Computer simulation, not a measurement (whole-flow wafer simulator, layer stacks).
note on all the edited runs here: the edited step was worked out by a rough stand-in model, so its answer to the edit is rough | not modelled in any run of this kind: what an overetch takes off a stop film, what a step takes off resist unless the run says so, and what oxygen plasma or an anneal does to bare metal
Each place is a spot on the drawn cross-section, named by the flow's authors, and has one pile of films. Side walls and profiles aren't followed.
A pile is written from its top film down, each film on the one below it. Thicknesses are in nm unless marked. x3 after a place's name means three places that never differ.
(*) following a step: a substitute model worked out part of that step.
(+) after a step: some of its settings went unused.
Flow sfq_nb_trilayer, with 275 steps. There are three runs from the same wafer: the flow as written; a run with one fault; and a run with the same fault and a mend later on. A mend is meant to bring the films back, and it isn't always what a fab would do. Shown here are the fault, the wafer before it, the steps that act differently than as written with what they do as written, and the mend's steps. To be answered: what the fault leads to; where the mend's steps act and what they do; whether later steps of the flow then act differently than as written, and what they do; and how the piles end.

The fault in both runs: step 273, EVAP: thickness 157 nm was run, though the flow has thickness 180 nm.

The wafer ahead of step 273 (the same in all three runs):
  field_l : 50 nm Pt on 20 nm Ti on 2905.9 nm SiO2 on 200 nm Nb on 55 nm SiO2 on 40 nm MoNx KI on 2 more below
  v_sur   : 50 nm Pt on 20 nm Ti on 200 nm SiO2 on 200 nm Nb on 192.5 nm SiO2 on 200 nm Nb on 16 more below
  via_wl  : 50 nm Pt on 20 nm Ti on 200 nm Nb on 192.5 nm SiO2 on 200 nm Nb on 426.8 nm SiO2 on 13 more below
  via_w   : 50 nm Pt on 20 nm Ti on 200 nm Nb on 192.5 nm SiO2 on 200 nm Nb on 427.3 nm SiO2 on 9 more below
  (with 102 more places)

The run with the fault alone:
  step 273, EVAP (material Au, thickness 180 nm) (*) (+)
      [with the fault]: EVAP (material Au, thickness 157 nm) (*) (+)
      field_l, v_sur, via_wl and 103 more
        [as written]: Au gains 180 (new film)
        [with the fault]: Au gains 157 (new film)
  Steps later in the flow that act otherwise than as written:
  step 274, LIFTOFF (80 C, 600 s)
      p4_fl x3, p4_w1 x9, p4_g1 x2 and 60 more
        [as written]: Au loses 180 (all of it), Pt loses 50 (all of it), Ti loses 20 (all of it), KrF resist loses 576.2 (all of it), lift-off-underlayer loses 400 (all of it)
        [with the fault]: Au loses 157 (all of it), Pt loses 50 (all of it), Ti loses 20 (all of it), KrF resist loses 576.2 (all of it), lift-off-underlayer loses 400 (all of it)
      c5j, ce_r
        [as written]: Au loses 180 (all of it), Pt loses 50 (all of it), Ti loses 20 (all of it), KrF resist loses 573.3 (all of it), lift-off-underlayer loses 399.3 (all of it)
        [with the fault]: Au loses 157 (all of it), Pt loses 50 (all of it), Ti loses 20 (all of it), KrF resist loses 573.3 (all of it), lift-off-underlayer loses 399.3 (all of it)
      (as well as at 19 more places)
  The piles end different from the flow's at field_l, v_sur, via_wl and 8 more by more than 2% or 0.5 nm, whichever is larger.
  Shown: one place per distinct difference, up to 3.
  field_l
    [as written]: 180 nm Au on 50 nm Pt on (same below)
    [with the fault]: 157 nm Au on 50 nm Pt on (same below)

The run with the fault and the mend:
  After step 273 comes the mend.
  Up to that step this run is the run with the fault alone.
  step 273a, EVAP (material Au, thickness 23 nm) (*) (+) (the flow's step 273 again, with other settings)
      field_l, v_sur, via_wl and 103 more
        Au gains 23
  Every later step of the flow that is run acts as written at every place that is followed.
  By the end, the piles equal the flow's at every place that both follow.
